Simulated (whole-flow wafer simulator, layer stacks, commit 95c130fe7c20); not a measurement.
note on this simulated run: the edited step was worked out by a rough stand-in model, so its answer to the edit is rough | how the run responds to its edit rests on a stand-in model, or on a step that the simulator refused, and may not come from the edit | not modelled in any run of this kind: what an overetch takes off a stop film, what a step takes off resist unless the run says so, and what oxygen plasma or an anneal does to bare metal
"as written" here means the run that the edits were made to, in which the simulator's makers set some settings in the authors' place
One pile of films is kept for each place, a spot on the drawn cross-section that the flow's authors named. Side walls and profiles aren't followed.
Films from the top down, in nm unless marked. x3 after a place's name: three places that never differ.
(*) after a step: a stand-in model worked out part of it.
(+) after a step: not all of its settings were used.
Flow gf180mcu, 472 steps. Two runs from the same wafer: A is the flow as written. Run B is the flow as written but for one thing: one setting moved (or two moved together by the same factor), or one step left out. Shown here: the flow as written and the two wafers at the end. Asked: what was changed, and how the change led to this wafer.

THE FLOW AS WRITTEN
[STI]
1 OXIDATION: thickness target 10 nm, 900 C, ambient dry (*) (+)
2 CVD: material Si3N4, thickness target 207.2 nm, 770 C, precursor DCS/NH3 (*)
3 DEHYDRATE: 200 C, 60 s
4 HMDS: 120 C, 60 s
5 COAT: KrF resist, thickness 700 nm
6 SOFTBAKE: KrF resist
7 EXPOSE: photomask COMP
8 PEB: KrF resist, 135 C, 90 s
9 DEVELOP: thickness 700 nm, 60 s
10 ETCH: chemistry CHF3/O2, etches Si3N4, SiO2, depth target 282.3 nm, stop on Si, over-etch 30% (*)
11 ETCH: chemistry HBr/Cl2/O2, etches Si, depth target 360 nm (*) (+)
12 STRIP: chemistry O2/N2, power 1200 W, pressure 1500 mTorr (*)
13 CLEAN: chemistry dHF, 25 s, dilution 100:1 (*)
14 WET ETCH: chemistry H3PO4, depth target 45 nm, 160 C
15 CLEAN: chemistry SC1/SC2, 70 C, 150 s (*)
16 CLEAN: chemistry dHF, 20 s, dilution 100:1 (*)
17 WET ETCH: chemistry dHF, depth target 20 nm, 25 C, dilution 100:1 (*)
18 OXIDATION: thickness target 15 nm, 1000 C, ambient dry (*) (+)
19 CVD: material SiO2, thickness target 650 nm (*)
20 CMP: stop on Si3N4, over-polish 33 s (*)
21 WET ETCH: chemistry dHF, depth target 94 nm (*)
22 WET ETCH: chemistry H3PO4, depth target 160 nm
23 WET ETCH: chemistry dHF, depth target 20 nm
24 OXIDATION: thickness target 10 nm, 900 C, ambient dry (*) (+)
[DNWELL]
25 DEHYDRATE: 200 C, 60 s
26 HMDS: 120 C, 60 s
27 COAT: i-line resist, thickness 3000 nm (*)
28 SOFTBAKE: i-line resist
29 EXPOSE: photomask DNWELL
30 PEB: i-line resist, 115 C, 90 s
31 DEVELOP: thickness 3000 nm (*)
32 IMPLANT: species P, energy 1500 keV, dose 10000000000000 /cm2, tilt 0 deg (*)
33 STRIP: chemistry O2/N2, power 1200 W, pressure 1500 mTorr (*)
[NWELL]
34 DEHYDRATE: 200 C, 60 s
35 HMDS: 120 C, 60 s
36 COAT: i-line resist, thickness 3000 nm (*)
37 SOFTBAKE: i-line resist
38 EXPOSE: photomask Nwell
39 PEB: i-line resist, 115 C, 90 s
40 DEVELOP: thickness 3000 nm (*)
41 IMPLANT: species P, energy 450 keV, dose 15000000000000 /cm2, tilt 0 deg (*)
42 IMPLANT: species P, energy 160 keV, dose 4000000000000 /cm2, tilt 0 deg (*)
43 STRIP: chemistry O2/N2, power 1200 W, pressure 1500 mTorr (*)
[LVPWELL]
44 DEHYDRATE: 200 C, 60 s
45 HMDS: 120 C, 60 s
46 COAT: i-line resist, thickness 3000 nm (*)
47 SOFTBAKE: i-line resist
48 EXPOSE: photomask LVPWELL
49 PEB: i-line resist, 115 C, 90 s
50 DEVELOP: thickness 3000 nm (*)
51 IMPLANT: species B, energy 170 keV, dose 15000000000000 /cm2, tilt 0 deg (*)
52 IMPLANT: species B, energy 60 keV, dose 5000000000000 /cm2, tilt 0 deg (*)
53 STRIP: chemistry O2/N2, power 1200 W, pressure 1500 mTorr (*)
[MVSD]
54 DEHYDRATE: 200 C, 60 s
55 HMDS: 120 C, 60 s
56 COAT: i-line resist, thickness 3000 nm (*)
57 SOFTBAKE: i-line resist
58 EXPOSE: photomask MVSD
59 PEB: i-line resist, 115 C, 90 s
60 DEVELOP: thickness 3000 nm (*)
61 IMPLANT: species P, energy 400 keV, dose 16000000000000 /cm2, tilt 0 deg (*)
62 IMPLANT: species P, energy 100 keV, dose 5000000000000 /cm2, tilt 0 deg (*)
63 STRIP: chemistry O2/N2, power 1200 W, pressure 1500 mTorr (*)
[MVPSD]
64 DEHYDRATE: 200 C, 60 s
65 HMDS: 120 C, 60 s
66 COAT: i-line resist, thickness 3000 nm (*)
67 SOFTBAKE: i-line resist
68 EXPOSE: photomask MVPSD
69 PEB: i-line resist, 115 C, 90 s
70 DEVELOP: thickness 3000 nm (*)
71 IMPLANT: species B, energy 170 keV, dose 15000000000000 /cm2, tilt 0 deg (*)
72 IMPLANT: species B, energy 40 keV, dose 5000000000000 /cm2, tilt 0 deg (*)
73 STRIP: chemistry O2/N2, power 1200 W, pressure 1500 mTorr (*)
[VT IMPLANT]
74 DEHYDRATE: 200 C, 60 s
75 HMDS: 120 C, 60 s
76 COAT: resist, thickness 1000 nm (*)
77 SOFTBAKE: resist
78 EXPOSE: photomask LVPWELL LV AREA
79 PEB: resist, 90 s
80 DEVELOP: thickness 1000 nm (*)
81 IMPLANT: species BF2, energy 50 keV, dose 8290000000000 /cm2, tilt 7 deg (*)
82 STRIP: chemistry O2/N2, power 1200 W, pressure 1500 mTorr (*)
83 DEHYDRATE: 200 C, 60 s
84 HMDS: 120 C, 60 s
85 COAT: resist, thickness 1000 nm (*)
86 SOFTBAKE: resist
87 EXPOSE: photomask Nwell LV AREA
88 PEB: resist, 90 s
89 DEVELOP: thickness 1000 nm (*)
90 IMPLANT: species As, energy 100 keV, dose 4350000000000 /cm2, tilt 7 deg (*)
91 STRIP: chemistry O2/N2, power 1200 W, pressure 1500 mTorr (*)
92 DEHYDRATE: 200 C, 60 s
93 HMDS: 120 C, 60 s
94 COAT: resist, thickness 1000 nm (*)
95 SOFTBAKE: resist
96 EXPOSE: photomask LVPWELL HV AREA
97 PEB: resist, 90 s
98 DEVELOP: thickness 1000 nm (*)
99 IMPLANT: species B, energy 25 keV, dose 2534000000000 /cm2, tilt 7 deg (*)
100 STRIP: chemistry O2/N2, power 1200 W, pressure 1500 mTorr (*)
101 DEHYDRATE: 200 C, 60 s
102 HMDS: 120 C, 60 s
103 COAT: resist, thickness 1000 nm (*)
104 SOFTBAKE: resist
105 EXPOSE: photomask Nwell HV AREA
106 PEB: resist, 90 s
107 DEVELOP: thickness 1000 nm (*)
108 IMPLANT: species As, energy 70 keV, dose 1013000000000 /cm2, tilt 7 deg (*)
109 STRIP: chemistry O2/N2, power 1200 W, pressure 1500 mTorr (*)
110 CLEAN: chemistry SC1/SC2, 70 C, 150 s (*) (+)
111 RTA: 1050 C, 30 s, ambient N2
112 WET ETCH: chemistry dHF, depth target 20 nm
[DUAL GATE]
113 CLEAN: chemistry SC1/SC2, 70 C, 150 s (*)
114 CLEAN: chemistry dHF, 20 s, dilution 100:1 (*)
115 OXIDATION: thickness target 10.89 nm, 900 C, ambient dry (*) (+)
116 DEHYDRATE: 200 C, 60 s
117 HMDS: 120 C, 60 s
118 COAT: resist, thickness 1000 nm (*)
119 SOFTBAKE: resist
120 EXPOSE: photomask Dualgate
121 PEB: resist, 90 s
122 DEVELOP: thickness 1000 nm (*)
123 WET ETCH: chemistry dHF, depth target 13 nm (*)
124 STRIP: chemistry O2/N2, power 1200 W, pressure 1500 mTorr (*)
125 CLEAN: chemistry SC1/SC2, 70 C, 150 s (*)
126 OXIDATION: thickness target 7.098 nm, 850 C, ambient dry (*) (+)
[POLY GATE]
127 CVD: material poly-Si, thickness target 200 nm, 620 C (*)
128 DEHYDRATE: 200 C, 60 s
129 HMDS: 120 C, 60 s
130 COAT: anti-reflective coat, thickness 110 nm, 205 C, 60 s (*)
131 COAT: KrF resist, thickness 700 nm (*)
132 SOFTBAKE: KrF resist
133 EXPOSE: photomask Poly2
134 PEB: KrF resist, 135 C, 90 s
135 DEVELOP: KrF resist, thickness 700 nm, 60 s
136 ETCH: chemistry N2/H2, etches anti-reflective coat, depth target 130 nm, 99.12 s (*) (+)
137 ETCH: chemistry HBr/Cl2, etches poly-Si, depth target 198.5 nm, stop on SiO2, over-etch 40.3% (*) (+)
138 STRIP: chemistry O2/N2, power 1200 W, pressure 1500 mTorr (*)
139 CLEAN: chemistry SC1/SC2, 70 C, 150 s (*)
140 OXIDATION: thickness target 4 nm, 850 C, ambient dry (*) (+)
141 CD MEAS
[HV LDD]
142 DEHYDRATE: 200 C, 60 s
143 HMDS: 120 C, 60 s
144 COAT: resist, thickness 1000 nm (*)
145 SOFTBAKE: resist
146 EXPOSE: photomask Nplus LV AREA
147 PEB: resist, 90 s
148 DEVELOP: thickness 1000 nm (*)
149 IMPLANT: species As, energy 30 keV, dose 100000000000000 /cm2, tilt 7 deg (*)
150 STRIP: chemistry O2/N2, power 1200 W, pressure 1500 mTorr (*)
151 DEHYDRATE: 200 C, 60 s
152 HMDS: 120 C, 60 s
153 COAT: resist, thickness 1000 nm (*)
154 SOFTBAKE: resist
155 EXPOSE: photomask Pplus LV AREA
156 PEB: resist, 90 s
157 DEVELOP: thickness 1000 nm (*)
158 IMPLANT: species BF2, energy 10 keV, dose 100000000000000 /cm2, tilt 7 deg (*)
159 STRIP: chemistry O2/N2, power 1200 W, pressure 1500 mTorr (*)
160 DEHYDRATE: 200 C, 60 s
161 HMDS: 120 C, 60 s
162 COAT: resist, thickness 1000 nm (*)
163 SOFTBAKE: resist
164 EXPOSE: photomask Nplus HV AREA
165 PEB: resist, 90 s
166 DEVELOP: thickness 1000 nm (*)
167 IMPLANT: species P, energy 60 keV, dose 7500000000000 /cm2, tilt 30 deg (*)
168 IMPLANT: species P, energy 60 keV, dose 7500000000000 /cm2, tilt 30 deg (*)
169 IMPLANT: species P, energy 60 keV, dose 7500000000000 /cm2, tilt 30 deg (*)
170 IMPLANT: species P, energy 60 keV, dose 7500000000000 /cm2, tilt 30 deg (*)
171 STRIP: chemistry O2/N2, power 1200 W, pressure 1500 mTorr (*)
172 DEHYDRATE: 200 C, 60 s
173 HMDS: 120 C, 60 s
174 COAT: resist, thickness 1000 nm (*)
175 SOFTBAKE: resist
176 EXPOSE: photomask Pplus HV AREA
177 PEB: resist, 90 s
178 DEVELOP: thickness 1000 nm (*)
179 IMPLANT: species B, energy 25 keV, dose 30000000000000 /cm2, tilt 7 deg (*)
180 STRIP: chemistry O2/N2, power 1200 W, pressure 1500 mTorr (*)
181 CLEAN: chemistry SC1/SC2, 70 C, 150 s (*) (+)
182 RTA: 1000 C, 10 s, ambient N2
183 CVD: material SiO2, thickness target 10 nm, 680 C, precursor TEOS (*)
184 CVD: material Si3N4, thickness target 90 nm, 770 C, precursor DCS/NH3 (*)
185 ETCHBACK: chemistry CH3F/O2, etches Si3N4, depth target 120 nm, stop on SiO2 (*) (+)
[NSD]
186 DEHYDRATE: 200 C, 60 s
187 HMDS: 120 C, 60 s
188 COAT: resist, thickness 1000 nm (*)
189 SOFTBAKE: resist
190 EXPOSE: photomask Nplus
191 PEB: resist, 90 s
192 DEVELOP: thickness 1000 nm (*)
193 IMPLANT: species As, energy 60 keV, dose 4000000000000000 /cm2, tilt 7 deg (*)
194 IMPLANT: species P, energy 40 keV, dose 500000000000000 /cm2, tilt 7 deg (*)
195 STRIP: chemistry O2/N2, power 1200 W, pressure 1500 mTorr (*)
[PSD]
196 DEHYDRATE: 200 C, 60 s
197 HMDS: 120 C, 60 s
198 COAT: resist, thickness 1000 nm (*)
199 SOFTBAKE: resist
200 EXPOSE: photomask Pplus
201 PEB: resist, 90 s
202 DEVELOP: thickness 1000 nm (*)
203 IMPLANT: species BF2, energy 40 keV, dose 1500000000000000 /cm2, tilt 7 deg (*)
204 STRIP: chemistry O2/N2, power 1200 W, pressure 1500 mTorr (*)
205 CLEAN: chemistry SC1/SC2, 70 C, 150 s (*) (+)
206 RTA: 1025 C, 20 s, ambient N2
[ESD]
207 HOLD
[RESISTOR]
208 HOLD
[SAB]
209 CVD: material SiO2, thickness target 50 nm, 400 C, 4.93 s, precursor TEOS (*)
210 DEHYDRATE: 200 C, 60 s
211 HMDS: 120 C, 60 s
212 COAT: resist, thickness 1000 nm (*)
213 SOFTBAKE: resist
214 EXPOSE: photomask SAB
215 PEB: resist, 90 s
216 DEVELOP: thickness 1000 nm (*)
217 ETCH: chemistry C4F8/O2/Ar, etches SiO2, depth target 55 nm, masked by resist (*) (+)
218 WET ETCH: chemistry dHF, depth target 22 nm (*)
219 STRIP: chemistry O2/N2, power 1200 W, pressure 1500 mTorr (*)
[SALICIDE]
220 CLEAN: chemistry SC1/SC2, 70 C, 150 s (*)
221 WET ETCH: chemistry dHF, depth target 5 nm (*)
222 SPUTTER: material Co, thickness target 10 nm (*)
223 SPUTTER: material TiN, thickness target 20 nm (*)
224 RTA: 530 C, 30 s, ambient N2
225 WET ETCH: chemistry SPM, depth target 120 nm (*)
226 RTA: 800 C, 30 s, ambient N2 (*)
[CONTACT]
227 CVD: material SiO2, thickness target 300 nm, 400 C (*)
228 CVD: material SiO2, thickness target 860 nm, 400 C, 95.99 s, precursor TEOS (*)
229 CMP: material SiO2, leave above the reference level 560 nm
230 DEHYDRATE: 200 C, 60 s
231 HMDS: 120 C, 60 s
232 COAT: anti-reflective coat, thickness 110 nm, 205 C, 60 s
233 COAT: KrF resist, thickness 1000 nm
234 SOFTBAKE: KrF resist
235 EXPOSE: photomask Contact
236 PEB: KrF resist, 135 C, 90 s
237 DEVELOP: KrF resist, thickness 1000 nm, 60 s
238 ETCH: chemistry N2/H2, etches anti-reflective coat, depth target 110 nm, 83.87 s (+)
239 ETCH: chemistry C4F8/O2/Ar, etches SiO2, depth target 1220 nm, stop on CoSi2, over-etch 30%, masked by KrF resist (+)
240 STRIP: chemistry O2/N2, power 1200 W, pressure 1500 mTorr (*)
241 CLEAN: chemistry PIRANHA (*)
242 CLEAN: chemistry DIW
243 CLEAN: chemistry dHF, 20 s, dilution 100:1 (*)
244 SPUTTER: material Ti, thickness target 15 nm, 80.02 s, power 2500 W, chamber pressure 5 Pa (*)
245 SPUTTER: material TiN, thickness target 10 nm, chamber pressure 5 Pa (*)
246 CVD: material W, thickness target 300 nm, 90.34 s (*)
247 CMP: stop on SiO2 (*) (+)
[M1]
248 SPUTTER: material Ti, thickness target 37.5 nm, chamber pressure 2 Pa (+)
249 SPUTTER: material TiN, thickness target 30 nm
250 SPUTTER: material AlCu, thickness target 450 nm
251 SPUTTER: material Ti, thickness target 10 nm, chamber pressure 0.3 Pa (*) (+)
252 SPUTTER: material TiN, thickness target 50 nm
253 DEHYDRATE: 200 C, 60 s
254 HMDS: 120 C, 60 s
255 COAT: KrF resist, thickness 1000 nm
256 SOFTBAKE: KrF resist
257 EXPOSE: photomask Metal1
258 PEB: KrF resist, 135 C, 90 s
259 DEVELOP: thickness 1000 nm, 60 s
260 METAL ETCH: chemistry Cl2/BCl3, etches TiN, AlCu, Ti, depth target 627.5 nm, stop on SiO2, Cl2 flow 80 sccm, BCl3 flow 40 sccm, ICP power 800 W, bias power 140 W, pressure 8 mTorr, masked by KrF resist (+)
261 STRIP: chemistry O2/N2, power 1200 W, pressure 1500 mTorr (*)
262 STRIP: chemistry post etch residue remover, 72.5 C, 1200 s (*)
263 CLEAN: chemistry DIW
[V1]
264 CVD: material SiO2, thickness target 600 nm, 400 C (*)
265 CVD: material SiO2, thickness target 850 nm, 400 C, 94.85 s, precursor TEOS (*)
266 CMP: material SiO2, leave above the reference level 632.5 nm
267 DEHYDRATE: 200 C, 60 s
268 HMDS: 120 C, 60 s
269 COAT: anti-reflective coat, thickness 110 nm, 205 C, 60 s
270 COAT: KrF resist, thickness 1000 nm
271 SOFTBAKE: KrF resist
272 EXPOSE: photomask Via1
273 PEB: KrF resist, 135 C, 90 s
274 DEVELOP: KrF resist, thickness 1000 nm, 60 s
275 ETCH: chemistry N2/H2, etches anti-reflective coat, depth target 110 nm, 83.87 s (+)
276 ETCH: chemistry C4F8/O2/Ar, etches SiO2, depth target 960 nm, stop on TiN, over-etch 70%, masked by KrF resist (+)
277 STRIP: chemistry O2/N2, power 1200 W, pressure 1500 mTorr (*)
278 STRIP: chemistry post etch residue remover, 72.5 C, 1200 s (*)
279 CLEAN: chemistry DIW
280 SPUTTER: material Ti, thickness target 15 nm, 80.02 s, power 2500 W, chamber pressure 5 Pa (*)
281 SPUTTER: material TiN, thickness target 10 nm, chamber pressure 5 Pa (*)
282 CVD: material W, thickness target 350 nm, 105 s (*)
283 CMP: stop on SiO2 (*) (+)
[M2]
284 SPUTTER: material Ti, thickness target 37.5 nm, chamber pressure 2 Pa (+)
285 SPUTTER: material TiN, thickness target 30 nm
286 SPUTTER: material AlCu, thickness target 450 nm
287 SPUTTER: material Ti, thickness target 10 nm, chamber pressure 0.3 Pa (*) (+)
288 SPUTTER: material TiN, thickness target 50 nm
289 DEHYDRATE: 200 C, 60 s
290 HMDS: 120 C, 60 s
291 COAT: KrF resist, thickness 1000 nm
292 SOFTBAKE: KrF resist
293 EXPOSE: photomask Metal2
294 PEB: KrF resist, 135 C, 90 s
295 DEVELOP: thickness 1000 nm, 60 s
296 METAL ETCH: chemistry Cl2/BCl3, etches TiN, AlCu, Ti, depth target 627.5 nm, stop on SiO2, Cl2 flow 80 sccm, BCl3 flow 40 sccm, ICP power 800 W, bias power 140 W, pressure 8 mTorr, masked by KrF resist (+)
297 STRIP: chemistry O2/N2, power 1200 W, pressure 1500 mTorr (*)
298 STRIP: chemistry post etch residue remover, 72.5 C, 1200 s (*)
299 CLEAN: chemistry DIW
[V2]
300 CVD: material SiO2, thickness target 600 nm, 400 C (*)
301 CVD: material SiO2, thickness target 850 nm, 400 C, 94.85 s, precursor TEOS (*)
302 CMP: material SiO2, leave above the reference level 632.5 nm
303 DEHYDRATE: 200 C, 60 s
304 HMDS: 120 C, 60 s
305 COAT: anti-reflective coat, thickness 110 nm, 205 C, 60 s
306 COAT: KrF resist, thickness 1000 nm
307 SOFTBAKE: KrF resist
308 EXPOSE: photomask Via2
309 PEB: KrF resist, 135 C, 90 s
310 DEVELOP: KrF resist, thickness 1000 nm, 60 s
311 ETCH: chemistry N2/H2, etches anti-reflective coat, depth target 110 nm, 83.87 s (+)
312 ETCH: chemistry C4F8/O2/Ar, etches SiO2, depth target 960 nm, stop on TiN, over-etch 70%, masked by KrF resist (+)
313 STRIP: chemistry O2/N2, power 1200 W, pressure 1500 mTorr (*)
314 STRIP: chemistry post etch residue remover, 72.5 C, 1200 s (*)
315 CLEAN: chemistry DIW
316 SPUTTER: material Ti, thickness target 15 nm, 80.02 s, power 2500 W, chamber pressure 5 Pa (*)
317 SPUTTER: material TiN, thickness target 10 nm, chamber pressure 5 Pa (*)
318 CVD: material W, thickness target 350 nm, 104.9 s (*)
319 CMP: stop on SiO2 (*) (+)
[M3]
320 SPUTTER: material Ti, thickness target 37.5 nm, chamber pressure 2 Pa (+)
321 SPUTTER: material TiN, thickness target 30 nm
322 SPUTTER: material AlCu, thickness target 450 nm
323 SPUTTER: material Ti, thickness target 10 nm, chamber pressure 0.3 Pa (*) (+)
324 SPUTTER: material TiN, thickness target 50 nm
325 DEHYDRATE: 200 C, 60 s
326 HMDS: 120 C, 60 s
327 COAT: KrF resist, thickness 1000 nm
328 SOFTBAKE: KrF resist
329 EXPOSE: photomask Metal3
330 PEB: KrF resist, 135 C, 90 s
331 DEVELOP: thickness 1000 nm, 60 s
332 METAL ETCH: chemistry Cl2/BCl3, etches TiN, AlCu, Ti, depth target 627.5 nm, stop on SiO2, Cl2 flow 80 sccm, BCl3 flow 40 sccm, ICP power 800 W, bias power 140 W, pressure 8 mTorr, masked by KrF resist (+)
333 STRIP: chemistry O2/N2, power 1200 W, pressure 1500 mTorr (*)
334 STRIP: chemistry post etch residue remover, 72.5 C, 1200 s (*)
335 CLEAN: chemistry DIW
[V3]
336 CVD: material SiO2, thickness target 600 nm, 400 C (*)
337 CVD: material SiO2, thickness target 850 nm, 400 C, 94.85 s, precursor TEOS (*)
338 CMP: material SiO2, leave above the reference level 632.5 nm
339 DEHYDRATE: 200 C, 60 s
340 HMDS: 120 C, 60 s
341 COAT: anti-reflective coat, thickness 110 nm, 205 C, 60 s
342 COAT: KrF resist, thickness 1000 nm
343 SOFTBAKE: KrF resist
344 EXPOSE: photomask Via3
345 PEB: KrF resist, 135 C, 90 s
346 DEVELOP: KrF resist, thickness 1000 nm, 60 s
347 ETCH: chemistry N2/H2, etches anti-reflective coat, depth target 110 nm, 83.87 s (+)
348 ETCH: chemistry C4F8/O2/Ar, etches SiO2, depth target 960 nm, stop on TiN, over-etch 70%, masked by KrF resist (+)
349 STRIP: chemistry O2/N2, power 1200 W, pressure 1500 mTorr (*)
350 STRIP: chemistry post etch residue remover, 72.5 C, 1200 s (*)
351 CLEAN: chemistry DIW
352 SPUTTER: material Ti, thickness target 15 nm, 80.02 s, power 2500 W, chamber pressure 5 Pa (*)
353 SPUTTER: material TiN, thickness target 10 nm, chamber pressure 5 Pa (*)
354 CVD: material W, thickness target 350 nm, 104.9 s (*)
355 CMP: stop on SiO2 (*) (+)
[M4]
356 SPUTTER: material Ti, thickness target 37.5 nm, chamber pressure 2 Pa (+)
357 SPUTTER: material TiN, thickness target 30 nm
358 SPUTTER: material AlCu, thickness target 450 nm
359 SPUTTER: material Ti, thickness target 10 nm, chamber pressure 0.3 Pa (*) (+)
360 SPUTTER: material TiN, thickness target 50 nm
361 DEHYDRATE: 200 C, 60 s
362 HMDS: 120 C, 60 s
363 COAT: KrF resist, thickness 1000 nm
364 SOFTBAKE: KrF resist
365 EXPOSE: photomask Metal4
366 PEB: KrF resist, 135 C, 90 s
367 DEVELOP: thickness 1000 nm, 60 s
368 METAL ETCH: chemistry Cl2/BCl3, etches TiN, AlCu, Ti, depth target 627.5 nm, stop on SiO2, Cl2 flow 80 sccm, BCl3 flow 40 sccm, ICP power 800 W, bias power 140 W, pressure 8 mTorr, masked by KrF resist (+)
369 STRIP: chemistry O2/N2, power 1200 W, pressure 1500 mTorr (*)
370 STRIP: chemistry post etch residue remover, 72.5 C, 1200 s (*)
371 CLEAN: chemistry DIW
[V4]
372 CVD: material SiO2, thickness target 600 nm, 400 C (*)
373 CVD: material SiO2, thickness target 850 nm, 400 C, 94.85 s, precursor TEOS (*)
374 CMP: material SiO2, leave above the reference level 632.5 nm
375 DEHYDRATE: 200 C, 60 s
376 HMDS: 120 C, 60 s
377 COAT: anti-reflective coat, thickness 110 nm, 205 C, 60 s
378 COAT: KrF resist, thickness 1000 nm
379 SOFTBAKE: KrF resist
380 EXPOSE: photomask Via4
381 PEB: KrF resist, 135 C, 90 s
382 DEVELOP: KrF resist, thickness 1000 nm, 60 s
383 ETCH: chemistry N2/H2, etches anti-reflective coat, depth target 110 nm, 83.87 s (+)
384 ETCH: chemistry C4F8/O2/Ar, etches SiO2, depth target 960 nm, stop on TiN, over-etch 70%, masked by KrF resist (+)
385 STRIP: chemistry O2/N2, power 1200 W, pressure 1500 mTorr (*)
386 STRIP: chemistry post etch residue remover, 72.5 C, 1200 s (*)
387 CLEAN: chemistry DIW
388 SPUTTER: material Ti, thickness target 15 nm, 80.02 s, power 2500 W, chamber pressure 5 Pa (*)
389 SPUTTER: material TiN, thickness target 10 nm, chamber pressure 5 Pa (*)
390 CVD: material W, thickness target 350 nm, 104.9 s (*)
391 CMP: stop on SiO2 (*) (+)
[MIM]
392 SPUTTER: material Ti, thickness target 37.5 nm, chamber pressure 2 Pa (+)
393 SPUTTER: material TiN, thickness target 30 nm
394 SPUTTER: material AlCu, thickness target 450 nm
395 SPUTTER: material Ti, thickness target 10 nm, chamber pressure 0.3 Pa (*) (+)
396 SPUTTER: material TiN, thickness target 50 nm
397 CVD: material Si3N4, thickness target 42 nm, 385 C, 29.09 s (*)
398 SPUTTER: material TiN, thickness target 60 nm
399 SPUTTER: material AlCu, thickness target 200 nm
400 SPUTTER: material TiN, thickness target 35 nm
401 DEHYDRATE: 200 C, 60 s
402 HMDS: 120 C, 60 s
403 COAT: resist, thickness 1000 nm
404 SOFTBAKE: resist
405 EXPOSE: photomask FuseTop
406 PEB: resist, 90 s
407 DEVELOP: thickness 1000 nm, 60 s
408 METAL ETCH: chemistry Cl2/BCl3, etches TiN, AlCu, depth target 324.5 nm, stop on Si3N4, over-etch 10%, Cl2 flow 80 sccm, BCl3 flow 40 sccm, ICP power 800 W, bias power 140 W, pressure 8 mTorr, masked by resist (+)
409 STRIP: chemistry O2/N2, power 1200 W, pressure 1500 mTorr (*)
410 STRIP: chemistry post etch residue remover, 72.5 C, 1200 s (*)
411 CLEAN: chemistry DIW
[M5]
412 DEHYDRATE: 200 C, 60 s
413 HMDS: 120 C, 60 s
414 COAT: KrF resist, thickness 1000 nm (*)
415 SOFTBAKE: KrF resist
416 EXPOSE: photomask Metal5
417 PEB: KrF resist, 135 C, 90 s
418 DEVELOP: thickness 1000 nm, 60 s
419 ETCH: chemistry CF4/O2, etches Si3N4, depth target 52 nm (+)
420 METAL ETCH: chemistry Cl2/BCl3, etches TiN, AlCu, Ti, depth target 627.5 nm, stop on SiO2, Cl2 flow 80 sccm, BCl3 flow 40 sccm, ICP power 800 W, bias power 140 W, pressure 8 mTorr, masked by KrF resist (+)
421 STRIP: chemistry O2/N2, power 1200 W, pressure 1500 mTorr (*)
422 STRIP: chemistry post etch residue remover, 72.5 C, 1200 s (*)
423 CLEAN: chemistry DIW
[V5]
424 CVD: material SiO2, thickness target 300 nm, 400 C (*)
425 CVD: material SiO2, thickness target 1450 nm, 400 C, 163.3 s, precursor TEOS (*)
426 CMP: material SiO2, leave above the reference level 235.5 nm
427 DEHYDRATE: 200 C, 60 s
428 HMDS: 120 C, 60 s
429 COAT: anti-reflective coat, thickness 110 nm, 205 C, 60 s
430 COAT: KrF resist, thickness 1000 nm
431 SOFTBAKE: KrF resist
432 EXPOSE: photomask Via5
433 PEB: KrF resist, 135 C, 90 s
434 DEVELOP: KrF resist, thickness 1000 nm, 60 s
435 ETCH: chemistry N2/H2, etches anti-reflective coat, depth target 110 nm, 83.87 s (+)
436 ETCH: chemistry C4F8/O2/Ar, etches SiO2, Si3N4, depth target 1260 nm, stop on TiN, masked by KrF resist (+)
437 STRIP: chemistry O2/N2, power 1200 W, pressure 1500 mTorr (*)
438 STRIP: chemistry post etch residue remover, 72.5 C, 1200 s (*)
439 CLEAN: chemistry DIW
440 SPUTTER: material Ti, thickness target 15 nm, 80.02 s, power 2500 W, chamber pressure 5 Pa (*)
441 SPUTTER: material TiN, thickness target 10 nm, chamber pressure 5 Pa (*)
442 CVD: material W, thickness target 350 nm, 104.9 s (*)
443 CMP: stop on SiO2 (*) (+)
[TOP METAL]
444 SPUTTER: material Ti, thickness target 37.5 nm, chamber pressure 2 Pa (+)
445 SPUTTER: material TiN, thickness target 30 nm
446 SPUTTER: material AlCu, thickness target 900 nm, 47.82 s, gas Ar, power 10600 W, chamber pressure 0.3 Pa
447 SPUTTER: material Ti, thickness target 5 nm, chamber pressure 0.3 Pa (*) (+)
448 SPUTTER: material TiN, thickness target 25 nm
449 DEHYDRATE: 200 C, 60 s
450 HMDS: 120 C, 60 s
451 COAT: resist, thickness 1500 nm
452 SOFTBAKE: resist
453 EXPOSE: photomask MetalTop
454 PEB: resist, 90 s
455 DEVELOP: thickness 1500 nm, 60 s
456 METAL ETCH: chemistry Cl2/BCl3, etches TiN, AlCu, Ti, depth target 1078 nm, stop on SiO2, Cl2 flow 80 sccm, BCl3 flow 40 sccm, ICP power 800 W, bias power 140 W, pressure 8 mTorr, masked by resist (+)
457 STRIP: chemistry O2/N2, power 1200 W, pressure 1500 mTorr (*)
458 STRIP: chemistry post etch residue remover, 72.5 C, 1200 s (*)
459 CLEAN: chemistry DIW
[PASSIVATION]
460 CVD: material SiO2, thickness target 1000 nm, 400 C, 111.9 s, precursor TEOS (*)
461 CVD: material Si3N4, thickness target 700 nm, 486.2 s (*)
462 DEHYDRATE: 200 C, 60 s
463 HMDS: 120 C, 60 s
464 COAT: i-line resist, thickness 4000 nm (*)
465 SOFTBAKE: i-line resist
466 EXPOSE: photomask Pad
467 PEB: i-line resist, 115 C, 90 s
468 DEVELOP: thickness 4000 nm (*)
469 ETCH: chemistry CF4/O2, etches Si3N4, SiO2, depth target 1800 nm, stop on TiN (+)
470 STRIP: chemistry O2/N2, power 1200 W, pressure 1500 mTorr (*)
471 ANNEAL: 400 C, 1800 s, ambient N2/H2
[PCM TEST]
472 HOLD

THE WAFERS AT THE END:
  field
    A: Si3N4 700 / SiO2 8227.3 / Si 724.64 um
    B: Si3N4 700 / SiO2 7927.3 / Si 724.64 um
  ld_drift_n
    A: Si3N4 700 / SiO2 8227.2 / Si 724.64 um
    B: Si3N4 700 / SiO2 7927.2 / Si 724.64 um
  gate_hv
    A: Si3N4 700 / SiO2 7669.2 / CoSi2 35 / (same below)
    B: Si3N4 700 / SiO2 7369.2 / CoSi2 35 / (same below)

The cause: step 460, CVD: thickness target 700 nm was run, where the flow has thickness target 1000 nm.

How the change led to this, step by step:
  460 CVD: material SiO2, thickness target 1000 nm, 400 C, 111.9 s, precursor TEOS (*)
      field, field__w1, field__w2 and 103 more: A SiO2 +1000 | B SiO2 +700
      field__w8, contact, m1, m1__w1, pad, m1_nw: A SiO2 +1000 (new film) | B SiO2 +700 (new film)
  465 SOFTBAKE: i-line resist
      field__w5, field__w9: A i-line resist +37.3 | B i-line resist +30.3
      field__w11, field__w13: A i-line resist +37.9 | B i-line resist +31.3
      (and at 57 more places)
  469 ETCH: chemistry CF4/O2, etches Si3N4, SiO2, depth target 1800 nm, stop on TiN (+)
      pad: A Si3N4 -700 (all of it), SiO2 -1000 (all of it) | B Si3N4 -700 (all of it), SiO2 -700 (all of it)
